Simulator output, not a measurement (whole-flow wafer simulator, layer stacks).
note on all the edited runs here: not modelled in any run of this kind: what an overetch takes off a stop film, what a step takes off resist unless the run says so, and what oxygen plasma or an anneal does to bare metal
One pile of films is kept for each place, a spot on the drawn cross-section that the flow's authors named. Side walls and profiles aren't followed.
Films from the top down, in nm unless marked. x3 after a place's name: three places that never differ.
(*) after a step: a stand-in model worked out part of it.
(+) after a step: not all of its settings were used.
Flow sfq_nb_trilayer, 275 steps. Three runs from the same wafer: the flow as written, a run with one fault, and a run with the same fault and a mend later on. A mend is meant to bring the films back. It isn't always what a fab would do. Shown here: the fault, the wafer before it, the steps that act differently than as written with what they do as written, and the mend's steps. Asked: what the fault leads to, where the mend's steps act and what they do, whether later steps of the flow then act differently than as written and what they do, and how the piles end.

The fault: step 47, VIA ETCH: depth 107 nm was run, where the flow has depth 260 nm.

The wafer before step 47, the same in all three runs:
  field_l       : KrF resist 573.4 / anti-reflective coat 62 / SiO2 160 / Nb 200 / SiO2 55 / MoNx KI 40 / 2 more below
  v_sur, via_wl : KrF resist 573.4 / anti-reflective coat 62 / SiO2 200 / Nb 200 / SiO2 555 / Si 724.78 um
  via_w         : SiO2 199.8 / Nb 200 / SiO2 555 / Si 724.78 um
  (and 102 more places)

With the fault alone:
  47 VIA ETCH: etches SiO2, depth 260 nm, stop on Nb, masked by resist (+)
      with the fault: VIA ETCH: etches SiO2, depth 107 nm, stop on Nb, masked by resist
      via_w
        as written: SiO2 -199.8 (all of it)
        with the fault: SiO2 -107
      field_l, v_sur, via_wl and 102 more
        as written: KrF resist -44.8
        with the fault: KrF resist -18.4
  Later steps of the flow that act differently than as written (3 more steps differ only slightly, by at most 2% or 0.5 nm, whichever is larger, and aren't shown):
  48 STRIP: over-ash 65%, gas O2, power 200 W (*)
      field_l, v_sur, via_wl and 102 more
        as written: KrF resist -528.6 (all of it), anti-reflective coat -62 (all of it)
        with the fault: KrF resist -555 (all of it), anti-reflective coat -62 (all of it)
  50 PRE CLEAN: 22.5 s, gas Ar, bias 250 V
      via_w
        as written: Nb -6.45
        with the fault: SiO2 -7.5
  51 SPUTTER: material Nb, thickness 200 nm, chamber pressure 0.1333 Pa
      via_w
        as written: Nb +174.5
        with the fault: Nb +192.7 (new film)
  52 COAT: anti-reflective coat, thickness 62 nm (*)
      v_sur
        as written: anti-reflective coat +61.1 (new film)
        with the fault: anti-reflective coat +57 (new film)
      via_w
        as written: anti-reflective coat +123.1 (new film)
        with the fault: anti-reflective coat +106.3 (new film)
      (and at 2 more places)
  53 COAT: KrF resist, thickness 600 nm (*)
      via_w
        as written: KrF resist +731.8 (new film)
        with the fault: KrF resist +652.8 (new film)
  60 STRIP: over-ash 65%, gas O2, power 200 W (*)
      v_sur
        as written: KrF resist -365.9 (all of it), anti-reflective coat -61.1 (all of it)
        with the fault: KrF resist -376.9 (all of it), anti-reflective coat -57 (all of it)
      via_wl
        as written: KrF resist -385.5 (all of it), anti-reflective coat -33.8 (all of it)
        with the fault: KrF resist -396.4 (all of it), anti-reflective coat -33.6 (all of it)
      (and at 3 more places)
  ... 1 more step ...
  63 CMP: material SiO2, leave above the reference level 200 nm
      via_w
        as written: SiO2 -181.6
        with the fault: SiO2 -185.6
  At the end the piles differ from the flow's by more than 2% or 0.5 nm, whichever is larger, at via_w.
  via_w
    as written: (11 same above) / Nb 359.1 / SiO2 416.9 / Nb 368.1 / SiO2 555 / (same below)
    with the fault: (11 same above) / Nb 359.1 / SiO2 306.9 / Nb 192.7 / SiO2 85.3 / Nb 200 / SiO2 555 / (same below)

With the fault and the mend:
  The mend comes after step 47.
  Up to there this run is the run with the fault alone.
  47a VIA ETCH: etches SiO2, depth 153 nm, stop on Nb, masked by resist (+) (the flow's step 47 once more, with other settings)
      field_l, v_sur, via_wl and 102 more
        KrF resist -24
      via_w
        SiO2 -92.8 (all of it)
  No later step of the flow acts differently than as written, at any place that is followed, by more than 2% or 0.5 nm, whichever is larger.
  At the end the piles are the same as the flow's at every place that both follow.
